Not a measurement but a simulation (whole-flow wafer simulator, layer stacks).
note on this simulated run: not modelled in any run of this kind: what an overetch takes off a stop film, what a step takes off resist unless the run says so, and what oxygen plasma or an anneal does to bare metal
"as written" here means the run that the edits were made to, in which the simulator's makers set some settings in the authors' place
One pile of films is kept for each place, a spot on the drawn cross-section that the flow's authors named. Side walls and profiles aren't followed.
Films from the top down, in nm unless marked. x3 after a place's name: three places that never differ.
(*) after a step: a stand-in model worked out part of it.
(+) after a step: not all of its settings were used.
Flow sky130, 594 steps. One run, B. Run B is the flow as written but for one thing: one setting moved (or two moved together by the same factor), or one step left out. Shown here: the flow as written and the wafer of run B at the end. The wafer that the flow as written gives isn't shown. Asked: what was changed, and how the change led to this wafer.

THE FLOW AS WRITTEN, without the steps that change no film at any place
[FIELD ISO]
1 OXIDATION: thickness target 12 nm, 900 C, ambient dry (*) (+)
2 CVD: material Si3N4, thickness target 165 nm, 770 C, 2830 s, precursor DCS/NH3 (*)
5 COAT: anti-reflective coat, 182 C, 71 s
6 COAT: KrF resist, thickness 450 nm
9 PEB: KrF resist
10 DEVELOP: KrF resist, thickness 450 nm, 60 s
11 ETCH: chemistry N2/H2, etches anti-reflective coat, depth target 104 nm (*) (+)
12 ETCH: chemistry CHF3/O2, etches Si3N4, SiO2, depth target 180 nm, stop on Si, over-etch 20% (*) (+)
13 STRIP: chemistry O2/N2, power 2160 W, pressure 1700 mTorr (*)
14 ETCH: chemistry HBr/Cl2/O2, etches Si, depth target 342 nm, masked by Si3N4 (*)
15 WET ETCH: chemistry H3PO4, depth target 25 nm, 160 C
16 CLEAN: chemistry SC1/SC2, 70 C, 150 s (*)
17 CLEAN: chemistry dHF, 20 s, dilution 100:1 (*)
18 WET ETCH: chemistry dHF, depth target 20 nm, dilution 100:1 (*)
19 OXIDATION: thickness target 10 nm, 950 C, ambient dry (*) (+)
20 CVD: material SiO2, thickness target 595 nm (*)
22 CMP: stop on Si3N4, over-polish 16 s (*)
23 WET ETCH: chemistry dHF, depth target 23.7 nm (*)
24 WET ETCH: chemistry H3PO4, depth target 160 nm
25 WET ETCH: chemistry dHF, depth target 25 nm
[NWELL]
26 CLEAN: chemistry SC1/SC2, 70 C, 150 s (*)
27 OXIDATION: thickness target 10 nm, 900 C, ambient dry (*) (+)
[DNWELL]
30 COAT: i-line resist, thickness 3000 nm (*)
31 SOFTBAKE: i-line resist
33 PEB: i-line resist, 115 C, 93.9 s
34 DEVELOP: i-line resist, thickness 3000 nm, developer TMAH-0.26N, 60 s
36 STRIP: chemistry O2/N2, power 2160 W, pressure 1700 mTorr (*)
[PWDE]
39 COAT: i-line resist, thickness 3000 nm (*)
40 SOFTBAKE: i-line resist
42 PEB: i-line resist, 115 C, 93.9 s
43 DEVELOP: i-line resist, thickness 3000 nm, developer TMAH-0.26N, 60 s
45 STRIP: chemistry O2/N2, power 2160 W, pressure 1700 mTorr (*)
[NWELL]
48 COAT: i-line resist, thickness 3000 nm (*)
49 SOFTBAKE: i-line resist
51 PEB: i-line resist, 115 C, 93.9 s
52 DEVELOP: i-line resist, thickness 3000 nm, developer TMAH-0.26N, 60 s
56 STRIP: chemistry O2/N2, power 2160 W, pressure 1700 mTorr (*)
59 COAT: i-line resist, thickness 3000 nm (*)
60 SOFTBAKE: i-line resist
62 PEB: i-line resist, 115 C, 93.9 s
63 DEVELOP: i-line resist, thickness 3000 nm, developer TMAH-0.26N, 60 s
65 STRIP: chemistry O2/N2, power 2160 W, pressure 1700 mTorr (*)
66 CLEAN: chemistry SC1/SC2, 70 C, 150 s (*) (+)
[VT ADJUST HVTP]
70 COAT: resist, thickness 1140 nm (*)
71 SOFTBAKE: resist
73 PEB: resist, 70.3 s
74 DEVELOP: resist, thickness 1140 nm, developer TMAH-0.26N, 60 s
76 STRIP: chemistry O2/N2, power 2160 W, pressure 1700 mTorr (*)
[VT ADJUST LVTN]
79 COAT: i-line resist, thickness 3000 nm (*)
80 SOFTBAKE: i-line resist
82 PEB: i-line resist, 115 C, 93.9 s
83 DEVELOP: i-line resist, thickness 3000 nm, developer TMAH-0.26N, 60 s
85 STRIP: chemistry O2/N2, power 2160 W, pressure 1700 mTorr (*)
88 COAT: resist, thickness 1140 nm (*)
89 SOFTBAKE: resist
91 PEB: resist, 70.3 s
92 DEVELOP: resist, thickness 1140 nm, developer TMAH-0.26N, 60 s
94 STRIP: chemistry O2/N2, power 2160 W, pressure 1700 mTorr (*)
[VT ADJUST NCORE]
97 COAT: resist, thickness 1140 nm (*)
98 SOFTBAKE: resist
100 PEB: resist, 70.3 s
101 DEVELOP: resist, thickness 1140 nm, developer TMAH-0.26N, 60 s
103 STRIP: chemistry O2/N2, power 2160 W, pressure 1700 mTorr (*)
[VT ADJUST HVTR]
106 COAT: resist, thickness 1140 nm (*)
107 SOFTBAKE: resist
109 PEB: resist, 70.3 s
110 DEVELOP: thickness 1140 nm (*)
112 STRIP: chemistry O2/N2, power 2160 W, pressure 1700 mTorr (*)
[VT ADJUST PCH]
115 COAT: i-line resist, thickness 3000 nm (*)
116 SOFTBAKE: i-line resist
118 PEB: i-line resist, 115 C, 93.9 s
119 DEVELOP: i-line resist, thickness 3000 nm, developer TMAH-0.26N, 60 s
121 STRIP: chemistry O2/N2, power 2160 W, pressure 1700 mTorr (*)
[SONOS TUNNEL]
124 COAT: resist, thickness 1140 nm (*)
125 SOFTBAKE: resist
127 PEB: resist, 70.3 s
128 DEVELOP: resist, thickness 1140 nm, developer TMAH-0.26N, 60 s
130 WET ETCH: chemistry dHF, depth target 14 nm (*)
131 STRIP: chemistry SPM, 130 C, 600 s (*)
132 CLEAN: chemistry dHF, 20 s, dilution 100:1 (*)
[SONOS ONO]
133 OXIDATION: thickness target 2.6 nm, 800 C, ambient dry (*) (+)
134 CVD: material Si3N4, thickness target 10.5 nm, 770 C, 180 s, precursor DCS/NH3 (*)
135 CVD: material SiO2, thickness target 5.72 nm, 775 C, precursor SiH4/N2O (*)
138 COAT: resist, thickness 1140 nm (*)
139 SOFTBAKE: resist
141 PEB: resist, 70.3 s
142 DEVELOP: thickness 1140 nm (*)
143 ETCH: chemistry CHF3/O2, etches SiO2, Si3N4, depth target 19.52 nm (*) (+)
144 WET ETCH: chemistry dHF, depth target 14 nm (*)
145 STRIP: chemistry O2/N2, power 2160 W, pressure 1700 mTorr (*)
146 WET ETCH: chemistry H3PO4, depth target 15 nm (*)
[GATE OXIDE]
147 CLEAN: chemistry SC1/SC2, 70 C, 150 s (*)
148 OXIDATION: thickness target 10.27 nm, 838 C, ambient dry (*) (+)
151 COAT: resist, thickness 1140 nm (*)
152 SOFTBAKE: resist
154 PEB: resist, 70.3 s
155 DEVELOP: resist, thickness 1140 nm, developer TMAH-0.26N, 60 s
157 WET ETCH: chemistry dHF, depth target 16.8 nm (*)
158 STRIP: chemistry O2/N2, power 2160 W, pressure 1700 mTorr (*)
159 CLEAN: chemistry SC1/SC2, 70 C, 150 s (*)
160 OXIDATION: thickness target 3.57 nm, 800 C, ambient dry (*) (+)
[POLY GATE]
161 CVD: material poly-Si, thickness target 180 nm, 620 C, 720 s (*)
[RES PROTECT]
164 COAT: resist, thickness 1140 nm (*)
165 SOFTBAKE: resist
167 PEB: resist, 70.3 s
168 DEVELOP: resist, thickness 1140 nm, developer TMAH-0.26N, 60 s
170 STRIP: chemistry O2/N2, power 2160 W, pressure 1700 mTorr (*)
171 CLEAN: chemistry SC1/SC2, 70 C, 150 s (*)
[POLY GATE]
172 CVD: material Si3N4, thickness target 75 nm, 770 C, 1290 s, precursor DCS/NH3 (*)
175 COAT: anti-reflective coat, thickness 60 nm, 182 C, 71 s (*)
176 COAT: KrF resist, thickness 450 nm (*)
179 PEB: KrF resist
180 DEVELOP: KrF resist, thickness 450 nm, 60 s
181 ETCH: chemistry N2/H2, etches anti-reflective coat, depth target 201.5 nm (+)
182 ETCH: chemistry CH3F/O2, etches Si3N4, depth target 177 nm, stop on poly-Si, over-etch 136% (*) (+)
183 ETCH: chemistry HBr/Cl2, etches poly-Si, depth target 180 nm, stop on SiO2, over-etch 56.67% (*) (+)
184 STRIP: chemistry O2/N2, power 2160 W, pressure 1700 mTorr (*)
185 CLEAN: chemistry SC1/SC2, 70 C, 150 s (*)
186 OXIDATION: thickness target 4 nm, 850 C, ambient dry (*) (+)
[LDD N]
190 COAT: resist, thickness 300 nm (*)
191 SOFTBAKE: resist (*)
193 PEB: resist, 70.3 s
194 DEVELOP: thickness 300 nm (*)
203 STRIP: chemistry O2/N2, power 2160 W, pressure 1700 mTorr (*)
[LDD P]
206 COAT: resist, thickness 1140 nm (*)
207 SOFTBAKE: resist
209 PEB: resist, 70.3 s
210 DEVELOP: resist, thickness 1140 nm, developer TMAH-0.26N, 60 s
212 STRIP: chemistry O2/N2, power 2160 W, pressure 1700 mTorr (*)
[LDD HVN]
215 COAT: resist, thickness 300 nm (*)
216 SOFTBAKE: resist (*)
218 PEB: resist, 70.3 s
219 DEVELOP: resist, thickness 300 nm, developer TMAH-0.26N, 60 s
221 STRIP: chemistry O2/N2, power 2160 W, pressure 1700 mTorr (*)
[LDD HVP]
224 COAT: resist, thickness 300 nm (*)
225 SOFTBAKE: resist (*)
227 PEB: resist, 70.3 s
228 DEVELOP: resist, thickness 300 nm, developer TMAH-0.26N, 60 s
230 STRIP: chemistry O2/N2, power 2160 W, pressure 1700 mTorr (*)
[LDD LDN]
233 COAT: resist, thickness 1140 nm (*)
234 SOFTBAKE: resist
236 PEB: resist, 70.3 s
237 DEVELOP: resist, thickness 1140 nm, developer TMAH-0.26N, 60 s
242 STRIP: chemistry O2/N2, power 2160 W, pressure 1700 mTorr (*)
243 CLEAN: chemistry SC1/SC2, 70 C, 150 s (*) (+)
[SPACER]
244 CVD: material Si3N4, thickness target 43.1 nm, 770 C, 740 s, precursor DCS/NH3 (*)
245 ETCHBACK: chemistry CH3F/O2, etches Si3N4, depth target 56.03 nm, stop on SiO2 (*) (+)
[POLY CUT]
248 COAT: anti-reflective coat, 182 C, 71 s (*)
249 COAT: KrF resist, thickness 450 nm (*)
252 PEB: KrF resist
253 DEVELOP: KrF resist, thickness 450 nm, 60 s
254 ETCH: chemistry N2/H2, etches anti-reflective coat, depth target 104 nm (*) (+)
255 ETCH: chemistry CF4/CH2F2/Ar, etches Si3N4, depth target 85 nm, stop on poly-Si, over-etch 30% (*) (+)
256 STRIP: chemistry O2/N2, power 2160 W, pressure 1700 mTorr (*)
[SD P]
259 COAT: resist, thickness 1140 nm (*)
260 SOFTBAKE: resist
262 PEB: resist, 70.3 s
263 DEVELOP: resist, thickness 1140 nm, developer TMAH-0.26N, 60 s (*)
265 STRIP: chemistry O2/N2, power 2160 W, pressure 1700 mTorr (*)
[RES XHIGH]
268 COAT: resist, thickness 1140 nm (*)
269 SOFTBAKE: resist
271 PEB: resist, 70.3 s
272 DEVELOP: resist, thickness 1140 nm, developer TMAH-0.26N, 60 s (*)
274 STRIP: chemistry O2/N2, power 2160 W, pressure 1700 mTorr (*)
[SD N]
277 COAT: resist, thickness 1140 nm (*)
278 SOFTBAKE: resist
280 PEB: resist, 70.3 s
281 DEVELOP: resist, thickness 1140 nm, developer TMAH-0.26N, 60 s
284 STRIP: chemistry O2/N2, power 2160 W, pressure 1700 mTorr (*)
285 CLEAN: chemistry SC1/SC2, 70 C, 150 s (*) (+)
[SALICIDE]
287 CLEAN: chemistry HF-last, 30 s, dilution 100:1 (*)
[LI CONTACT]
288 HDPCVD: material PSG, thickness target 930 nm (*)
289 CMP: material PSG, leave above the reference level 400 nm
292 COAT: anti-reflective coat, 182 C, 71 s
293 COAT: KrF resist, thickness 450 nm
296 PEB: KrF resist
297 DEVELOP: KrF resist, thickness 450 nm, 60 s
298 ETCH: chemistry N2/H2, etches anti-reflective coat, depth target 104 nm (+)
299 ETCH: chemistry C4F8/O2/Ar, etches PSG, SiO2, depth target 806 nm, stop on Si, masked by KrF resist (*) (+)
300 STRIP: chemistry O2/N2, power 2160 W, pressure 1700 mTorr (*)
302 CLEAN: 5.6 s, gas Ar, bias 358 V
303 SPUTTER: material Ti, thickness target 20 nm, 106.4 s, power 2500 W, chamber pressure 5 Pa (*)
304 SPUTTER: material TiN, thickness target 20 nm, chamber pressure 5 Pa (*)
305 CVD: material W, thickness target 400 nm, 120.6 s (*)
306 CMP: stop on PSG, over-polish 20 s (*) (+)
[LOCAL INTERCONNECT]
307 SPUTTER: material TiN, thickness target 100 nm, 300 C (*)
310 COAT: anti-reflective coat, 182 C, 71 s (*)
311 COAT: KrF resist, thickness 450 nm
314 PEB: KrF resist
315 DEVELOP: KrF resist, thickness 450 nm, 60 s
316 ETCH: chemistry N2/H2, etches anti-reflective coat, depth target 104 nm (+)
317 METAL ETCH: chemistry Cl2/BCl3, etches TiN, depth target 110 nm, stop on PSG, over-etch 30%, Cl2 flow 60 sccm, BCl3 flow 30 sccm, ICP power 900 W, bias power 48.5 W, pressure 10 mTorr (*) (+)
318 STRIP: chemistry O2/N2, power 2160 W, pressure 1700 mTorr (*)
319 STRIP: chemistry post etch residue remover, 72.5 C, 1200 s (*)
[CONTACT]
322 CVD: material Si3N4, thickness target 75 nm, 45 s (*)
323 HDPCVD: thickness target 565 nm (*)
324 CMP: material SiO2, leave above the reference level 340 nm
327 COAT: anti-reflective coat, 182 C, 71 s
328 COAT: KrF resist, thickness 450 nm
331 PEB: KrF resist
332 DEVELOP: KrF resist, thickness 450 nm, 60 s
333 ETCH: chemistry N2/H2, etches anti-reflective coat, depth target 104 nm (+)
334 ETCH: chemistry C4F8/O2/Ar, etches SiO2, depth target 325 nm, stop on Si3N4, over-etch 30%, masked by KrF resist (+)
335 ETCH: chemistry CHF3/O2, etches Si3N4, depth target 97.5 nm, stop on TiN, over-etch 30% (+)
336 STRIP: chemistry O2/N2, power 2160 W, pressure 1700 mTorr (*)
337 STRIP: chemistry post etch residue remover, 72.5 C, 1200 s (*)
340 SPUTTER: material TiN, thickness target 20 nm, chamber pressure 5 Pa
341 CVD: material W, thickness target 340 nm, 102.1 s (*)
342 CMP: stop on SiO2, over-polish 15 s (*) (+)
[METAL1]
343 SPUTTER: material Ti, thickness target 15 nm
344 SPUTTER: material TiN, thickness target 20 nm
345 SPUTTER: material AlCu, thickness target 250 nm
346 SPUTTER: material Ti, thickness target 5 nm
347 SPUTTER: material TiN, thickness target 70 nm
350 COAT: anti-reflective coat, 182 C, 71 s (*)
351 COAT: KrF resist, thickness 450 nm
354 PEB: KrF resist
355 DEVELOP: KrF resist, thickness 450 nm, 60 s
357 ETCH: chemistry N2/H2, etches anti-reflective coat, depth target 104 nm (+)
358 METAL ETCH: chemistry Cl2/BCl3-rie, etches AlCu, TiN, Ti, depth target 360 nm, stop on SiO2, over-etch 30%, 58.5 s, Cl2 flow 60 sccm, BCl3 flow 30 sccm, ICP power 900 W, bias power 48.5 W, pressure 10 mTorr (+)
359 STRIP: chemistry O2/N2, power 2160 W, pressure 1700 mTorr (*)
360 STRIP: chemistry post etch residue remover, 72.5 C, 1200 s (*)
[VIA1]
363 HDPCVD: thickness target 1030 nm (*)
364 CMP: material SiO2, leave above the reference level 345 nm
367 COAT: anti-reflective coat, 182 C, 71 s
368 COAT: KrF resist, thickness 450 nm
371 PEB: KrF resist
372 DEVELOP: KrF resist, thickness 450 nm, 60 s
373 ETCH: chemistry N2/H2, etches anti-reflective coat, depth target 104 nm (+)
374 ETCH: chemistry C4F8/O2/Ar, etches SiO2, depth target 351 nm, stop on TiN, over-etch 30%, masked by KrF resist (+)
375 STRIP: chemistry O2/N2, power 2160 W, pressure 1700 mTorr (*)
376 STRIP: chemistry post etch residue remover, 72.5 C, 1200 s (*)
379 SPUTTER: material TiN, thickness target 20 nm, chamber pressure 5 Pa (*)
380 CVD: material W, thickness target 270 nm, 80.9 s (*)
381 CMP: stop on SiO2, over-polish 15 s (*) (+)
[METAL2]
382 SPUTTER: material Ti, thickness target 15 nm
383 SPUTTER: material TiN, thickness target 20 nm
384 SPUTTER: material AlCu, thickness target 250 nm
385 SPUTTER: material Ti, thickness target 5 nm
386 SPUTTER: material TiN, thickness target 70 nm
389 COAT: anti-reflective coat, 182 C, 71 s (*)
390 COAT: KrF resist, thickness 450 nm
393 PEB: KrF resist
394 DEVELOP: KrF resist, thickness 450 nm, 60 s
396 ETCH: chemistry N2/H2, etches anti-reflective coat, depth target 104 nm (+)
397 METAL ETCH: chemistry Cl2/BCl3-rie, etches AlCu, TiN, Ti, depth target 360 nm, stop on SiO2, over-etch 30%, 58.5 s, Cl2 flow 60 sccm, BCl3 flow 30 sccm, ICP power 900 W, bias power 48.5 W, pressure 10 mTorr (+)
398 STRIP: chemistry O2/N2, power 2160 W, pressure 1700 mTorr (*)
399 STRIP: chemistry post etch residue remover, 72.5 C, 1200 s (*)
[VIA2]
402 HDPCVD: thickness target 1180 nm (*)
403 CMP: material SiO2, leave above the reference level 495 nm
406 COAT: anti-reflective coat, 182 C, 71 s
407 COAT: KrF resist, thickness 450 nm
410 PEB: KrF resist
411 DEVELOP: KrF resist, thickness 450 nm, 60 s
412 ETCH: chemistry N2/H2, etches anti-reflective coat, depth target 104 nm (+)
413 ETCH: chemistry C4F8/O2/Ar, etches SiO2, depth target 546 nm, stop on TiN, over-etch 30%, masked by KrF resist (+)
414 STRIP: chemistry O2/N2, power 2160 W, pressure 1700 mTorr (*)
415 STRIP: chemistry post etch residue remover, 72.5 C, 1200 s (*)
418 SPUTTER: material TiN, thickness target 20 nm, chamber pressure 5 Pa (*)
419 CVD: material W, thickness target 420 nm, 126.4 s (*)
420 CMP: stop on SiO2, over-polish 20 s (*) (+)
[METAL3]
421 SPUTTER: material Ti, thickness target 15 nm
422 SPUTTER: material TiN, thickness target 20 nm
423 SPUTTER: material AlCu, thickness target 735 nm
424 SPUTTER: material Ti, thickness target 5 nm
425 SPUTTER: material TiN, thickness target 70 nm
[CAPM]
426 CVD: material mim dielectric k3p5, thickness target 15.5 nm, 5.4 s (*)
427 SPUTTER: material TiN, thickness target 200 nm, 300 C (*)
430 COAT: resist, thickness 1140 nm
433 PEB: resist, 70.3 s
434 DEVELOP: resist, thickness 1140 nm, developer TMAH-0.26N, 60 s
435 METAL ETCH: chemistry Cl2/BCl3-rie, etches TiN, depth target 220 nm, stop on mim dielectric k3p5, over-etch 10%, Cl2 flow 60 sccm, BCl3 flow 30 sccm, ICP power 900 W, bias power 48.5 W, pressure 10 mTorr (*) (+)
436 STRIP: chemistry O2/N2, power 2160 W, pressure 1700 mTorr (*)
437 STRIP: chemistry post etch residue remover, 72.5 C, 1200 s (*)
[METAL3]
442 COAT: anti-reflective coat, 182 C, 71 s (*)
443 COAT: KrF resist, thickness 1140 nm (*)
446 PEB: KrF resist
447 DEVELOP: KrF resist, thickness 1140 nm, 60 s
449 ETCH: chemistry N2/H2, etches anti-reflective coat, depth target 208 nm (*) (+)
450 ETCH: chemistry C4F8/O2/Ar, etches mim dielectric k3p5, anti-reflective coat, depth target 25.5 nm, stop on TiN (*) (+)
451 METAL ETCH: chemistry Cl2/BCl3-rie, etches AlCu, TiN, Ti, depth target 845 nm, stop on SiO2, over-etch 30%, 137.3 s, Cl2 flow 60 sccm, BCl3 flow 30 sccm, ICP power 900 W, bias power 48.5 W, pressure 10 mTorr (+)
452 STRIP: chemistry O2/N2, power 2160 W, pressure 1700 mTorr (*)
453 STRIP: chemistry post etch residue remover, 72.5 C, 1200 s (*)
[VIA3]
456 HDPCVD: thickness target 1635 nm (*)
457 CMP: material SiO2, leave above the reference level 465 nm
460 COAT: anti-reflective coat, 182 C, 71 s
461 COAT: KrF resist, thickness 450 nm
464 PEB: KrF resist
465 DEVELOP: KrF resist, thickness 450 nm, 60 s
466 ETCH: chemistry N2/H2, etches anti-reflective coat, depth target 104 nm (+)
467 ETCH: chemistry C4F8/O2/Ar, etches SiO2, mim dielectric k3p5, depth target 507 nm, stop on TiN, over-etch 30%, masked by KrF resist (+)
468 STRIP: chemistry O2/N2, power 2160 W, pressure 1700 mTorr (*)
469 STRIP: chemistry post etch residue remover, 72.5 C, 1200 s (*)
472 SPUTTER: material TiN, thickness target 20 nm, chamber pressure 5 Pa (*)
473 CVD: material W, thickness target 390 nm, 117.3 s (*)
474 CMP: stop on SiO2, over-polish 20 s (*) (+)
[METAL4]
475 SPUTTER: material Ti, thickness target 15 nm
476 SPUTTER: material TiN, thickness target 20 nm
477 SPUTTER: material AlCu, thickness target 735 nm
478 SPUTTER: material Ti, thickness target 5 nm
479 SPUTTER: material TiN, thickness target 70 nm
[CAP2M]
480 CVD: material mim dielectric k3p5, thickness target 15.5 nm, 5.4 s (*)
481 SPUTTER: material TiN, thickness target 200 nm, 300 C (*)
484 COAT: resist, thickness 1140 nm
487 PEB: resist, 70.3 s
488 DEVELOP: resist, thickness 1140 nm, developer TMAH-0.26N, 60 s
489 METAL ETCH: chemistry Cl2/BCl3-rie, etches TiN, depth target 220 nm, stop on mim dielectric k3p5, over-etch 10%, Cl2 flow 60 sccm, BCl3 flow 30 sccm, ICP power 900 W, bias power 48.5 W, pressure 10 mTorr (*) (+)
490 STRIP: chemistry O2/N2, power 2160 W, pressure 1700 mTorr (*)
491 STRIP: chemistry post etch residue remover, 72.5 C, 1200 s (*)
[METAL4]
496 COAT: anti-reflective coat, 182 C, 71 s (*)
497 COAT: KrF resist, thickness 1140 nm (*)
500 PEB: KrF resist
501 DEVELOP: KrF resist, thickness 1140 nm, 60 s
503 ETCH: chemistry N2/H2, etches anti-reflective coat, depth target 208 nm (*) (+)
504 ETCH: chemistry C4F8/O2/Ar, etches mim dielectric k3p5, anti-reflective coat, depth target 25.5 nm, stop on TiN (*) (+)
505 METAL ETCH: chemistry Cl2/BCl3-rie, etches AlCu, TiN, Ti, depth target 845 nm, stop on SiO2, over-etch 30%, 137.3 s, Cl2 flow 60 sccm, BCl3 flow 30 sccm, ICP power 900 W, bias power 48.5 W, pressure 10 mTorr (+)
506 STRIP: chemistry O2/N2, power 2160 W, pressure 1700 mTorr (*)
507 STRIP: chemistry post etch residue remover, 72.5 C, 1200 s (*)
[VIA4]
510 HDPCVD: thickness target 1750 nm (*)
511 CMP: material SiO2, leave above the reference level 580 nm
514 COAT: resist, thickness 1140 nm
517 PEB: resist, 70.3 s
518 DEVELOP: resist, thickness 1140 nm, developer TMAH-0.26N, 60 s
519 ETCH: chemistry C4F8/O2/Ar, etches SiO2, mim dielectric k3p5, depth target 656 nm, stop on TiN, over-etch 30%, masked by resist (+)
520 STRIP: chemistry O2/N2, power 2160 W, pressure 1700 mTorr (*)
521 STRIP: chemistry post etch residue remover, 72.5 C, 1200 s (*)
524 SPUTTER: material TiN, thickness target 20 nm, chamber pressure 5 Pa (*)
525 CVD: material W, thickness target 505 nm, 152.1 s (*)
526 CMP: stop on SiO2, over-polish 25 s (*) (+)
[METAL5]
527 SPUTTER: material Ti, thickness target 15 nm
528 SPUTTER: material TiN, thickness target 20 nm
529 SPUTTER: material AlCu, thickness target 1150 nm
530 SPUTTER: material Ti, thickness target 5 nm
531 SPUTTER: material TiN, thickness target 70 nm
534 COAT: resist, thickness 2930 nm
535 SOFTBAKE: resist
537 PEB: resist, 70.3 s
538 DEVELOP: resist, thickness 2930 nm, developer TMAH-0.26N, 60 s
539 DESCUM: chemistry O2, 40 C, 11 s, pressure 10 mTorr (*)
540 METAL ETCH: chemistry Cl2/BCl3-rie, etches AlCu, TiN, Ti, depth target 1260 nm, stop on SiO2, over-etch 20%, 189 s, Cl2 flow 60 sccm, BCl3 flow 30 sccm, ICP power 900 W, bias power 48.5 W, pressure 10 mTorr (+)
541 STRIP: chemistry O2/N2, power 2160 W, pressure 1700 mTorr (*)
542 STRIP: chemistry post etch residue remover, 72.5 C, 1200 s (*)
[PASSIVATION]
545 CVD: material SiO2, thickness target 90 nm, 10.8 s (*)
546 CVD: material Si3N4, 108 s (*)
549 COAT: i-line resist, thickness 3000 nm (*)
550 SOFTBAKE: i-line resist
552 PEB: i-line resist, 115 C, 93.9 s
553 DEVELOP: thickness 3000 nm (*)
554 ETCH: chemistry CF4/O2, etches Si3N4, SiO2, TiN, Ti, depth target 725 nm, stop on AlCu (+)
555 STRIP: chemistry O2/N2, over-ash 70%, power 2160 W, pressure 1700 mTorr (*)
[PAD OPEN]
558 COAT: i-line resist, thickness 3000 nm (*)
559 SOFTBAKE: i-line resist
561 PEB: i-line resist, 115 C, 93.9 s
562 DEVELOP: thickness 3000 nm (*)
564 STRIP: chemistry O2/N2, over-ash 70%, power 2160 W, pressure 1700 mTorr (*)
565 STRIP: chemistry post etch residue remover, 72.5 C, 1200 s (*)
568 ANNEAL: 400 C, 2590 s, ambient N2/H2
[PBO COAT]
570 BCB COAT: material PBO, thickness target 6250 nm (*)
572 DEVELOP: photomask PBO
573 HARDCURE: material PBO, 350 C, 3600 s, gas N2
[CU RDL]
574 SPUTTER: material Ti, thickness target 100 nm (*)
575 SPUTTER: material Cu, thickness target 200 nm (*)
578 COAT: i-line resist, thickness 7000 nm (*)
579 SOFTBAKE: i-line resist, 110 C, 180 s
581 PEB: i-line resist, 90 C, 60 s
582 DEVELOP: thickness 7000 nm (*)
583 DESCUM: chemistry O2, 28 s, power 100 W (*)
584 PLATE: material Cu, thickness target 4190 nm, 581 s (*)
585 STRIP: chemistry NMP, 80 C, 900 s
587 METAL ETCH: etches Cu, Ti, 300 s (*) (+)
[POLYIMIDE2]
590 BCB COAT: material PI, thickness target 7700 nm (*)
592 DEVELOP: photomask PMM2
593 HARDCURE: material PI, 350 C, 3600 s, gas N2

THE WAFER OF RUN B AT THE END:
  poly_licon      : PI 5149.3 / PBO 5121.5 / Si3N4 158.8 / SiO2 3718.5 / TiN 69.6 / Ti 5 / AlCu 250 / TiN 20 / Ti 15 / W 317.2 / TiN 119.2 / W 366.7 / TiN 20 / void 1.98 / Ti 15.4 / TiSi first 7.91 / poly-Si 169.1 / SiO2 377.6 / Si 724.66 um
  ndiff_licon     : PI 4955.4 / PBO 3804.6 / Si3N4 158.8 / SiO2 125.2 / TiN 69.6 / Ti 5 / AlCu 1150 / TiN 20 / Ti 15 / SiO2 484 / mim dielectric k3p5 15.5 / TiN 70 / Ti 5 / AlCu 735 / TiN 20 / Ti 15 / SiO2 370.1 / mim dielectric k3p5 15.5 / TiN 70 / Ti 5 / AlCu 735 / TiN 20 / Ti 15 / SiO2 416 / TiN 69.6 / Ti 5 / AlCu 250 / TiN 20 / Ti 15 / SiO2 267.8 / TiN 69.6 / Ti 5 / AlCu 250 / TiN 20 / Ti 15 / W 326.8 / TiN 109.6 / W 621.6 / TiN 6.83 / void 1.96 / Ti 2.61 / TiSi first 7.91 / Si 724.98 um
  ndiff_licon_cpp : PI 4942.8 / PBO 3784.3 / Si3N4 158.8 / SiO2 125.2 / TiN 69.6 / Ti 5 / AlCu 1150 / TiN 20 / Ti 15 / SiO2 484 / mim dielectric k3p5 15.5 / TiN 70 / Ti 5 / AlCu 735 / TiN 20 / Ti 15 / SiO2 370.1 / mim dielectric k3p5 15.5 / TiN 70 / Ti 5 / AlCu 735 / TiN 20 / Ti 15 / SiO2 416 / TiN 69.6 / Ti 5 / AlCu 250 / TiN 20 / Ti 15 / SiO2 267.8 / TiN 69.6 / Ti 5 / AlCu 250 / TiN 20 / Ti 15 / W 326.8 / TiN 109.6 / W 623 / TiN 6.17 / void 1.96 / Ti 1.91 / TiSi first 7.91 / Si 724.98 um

The cause: step 573, HARDCURE: 376 C was run, where the flow has 350 C.

How the change led to this, step by step:
  573 HARDCURE: material PBO, 350 C, 3600 s, gas N2
      poly_licon, rpo_hd_licon: PBO -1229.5, void +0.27, Ti -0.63, TiSi first +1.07, poly-Si -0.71 (as written it would be: PBO -1229.5, void +0.07, Ti -0.17, TiSi first +0.3, poly-Si -0.2)
      ndiff_licon: PBO -1235.4, void +0.27, Ti -0.63, TiSi first +1.07, Si -0.71 (as written it would be: PBO -1235.4, void +0.07, Ti -0.17, TiSi first +0.3, Si -0.2)
      (and at 1 more place)
